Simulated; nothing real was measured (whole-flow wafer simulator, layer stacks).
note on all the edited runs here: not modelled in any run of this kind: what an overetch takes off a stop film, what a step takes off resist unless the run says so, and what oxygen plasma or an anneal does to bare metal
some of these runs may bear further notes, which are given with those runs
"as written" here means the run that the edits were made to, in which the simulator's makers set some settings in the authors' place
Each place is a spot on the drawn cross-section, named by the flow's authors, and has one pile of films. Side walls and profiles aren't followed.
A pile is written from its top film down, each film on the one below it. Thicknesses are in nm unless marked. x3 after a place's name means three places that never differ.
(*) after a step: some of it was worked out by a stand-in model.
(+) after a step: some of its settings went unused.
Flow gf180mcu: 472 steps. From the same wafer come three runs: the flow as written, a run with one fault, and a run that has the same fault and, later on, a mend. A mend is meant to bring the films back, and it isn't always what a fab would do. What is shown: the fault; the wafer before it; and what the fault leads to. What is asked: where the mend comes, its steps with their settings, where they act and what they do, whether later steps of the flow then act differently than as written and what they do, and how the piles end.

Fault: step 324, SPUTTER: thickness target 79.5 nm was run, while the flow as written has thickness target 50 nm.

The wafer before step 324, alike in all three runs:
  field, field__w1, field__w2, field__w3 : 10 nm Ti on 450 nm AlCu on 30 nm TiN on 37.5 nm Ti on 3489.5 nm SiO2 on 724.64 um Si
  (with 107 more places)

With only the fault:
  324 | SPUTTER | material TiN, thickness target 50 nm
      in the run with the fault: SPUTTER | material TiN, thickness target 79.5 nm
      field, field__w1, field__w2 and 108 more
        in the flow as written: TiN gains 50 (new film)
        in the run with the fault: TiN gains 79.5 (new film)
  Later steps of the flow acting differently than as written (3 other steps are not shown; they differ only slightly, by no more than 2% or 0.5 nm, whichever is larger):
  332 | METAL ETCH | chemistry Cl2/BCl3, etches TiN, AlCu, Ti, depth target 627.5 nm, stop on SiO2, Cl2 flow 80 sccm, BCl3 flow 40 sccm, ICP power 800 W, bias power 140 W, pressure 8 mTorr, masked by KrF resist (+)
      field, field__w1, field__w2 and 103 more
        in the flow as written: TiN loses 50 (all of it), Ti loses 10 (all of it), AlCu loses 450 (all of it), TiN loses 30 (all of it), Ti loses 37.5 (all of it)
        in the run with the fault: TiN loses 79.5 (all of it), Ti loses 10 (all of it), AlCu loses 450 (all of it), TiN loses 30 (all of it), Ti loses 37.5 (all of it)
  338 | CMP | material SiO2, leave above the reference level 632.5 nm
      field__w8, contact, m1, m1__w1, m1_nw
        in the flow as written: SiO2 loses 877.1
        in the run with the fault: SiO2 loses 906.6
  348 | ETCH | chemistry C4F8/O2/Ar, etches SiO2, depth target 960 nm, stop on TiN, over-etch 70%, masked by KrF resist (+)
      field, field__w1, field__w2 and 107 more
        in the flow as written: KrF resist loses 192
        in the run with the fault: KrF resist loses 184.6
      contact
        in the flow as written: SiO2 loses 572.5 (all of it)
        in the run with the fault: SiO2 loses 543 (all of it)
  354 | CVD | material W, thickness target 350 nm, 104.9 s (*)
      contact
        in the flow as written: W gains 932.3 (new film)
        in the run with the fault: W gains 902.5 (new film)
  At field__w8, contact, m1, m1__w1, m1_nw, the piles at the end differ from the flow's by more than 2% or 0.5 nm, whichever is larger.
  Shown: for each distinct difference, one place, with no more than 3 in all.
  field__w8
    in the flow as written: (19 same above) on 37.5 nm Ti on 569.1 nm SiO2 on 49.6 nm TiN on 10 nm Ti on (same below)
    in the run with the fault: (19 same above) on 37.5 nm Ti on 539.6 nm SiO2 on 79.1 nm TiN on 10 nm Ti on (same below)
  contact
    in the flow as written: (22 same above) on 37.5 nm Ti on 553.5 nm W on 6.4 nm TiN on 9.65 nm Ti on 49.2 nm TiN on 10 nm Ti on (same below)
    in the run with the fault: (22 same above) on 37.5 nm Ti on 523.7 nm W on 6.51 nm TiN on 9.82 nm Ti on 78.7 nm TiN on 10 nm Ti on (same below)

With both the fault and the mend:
  The mend stands after step 324.
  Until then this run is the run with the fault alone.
  324a | METAL ETCH | chemistry Cl2/BCl3, etches TiN, AlCu, Ti, depth target 29.5 nm, Cl2 flow 80 sccm, BCl3 flow 40 sccm, ICP power 800 W, bias power 140 W, pressure 8 mTorr (the flow's step 260 again, with other settings)
      field, field__w1, field__w2 and 108 more
        TiN loses 29.5
  None of the later steps of the flow acts differently than as written at any place that is followed.
  By the end, the piles equal the flow's at every place that both follow.
